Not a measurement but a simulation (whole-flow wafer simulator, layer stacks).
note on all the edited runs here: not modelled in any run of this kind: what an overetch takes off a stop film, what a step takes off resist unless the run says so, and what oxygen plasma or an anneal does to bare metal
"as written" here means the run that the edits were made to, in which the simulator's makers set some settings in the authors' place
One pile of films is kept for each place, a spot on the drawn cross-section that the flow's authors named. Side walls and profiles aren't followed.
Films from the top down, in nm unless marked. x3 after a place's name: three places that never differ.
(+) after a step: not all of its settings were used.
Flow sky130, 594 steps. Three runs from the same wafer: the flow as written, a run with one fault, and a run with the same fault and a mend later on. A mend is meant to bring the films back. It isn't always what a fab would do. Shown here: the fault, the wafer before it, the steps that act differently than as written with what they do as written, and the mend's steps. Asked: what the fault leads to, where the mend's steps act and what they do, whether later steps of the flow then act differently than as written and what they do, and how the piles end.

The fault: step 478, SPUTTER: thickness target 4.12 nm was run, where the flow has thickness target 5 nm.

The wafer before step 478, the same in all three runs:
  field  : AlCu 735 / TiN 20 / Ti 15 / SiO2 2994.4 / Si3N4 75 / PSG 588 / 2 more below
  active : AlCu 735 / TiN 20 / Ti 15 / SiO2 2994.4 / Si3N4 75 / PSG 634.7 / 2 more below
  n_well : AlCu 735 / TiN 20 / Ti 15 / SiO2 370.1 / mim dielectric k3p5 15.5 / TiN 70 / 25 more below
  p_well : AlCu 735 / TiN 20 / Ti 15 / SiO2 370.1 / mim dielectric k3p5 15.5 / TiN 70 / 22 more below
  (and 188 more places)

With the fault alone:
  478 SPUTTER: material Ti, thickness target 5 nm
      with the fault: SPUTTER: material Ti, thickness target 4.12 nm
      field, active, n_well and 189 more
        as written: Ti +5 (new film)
        with the fault: Ti +4.12 (new film)
  Later steps of the flow that act differently than as written (7 more steps differ only slightly, by at most 2% or 0.5 nm, whichever is larger, and aren't shown):
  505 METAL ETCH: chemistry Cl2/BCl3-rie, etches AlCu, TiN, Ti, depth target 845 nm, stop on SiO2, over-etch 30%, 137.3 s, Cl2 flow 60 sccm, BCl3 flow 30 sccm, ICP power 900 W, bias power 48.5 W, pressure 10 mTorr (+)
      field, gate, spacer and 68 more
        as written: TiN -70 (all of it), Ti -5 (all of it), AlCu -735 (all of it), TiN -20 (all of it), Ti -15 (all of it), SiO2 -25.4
        with the fault: TiN -70 (all of it), Ti -4.12 (all of it), AlCu -735 (all of it), TiN -20 (all of it), Ti -15 (all of it), SiO2 -25.4
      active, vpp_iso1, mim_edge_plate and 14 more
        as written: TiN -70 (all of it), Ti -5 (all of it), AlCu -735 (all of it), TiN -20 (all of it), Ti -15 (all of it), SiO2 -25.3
        with the fault: TiN -70 (all of it), Ti -4.12 (all of it), AlCu -735 (all of it), TiN -20 (all of it), Ti -15 (all of it), SiO2 -25.4
  At the end the piles differ from the flow's by more than 2% or 0.5 nm, whichever is larger, at n_well, p_well, gate_hv and 102 more.
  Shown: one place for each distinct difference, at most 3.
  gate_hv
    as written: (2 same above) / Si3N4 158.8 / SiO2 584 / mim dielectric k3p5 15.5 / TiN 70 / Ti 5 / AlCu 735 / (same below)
    with the fault: (2 same above) / Si3N4 158.8 / SiO2 584.9 / mim dielectric k3p5 15.5 / TiN 70 / Ti 4.12 / AlCu 735 / (same below)
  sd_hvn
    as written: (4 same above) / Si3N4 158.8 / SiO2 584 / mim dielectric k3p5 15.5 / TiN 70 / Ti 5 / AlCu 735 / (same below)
    with the fault: (4 same above) / Si3N4 158.8 / SiO2 584.9 / mim dielectric k3p5 15.5 / TiN 70 / Ti 4.12 / AlCu 735 / (same below)
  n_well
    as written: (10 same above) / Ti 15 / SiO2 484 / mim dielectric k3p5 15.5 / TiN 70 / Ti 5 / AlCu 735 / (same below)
    with the fault: (10 same above) / Ti 15 / SiO2 484.9 / mim dielectric k3p5 15.5 / TiN 70 / Ti 4.12 / AlCu 735 / (same below)

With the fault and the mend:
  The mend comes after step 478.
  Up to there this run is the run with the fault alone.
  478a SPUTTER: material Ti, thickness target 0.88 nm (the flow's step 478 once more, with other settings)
      field, active, n_well and 189 more
        Ti +0.88
  No later step of the flow acts differently than as written at any place that is followed.
  At the end the piles are the same as the flow's at every place that both follow.
